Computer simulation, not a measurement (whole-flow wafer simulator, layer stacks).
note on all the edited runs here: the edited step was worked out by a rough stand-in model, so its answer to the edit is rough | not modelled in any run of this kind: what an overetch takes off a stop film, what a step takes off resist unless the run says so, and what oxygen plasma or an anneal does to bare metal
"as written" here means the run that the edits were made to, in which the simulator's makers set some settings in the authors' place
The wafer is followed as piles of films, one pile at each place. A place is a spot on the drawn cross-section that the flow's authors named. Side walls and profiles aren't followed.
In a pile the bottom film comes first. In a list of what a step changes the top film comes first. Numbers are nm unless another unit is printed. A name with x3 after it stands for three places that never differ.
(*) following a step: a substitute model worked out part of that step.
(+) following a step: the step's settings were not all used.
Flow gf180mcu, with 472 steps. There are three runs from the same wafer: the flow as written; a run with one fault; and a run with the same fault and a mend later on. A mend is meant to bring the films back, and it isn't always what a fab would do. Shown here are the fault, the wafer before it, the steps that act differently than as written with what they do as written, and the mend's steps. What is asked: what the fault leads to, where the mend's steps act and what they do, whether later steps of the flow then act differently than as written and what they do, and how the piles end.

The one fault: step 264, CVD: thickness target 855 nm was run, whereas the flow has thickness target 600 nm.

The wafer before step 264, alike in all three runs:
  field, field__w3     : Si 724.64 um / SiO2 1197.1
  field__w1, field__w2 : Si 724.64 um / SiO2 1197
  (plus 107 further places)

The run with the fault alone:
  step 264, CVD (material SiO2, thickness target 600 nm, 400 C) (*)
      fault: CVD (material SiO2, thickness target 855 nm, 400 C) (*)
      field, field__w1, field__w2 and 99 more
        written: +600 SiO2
        fault: +855 SiO2
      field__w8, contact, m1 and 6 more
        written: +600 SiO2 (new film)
        fault: +855 SiO2 (new film)
  Later steps of the flow acting differently than as written:
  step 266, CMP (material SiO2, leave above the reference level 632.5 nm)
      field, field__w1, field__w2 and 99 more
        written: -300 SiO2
        fault: -555 SiO2
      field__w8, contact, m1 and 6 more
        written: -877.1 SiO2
        fault: -1132.1 SiO2
  At every place that both follow, the piles at the end match the flow's.

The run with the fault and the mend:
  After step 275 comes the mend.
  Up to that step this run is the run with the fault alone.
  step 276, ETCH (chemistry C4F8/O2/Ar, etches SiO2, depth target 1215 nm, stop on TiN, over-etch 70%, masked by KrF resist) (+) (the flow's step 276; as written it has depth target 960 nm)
      field, field__w1, field__w2 and 107 more
        -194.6 KrF resist
      contact
        -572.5 SiO2 (all of it)
  Later steps of the flow that are run all act as written at every place that is followed, up to a difference of at most 2% or 0.5 nm, whichever is larger.
  At every place that both follow, the piles at the end match the flow's.
